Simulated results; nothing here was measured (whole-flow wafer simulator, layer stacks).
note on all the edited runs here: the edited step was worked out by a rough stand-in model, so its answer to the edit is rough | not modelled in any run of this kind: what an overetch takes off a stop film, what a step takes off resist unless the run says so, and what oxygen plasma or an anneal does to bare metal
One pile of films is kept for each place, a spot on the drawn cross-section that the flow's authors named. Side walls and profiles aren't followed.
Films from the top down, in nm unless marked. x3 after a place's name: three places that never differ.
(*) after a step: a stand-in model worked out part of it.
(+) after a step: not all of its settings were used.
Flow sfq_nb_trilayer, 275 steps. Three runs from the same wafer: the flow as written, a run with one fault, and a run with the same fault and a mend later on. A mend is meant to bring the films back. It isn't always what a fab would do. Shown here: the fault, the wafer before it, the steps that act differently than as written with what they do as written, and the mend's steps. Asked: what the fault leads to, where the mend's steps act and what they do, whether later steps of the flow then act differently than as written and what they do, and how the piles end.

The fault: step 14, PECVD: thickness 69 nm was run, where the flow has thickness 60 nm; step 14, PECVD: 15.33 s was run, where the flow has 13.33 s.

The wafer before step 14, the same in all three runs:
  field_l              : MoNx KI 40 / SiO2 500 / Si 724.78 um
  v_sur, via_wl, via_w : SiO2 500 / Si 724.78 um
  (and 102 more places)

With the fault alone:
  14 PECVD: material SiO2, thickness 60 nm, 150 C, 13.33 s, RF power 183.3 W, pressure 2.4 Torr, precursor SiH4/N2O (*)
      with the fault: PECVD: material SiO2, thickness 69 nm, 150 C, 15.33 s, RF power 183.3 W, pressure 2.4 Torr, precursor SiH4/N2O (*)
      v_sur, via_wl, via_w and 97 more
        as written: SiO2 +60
        with the fault: SiO2 +69
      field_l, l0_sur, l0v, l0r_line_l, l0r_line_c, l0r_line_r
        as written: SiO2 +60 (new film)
        with the fault: SiO2 +69 (new film)
  Later steps of the flow that act differently than as written (8 more steps differ only slightly, by at most 2% or 0.5 nm, whichever is larger, and aren't shown):
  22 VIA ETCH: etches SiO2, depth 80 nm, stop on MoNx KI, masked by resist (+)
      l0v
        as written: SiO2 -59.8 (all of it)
        with the fault: SiO2 -68.8 (all of it)
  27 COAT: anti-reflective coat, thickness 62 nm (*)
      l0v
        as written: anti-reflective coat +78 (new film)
        with the fault: anti-reflective coat +80.3 (new film)
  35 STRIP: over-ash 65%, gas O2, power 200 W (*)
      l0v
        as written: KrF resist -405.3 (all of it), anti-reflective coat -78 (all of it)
        with the fault: KrF resist -411.2 (all of it), anti-reflective coat -80.3 (all of it)
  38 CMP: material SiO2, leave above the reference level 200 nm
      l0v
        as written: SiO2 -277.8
        with the fault: SiO2 -267.2
  At the end the piles differ from the flow's by more than 2% or 0.5 nm, whichever is larger, at field_l, l0_sur, l0r_line_l, l0r_line_c, l0r_line_r.
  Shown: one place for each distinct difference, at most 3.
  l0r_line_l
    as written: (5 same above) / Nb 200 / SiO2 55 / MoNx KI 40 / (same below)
    with the fault: (5 same above) / Nb 200 / SiO2 64 / MoNx KI 40 / (same below)
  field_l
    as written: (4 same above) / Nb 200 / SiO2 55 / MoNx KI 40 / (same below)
    with the fault: (4 same above) / Nb 200 / SiO2 64 / MoNx KI 40 / (same below)
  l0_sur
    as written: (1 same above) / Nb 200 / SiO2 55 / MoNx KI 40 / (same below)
    with the fault: (1 same above) / Nb 200 / SiO2 64 / MoNx KI 40 / (same below)

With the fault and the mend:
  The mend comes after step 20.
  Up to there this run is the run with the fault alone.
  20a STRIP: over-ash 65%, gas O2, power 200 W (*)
      p4_fl x3, p4_w1 x9, p4_g1 x2 and 59 more
        KrF resist -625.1 (all of it), anti-reflective coat -62 (all of it)
      jj_sur, ce_l, c5j, ce_r, sp_r, be_r, r_sur
        KrF resist -632 (all of it), anti-reflective coat -63.7 (all of it)
      wire, field_r
        KrF resist -632.5 (all of it), anti-reflective coat -63.8 (all of it)
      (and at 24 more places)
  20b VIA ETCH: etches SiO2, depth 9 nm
      field_l, v_sur, via_wl and 103 more
        SiO2 -9
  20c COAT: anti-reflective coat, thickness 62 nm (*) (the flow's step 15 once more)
      p4_fl x3, p4_w1 x9, p4_g1 x2 and 59 more
        anti-reflective coat +62 (new film)
      be_sur, gap, jj_sur and 8 more
        anti-reflective coat +63.7 (new film)
      wire, be, moat, field_r, lsp_l
        anti-reflective coat +63.8 (new film)
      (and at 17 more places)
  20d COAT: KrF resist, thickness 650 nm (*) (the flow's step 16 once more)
      p4_fl x3, p4_w1 x9, p4_g1 x2 and 59 more
        KrF resist +650 (new film)
      ce_l, c5j, ce_r, sp_r, be_r, r_sur
        KrF resist +656.9 (new film)
      gap, jj_sur, res
        KrF resist +657 (new film)
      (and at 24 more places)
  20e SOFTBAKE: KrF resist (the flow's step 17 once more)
      changes no film at any place that is followed
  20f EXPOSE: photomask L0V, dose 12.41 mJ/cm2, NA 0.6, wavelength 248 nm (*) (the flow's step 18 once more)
      changes no film at any place that is followed
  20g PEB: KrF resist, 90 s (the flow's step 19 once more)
      p4_fl x3, p4_w1 x9, p4_g1 x2 and 59 more
        KrF resist -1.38
      via_v, wire, be and 15 more
        KrF resist -1.39
      v_sur, via_w, via_wr, via_sp, lsp_m, ln_m6, lsp_r
        KrF resist -1.4
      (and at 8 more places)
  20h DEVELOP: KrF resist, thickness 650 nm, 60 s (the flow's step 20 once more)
      field_l, v_sur, via_wl and 102 more
        KrF resist -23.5
      l0v
        KrF resist -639 (all of it)
  No later step of the flow acts differently than as written, at any place that is followed, by more than 2% or 0.5 nm, whichever is larger.
  At the end the piles are the same as the flow's at every place that both follow.
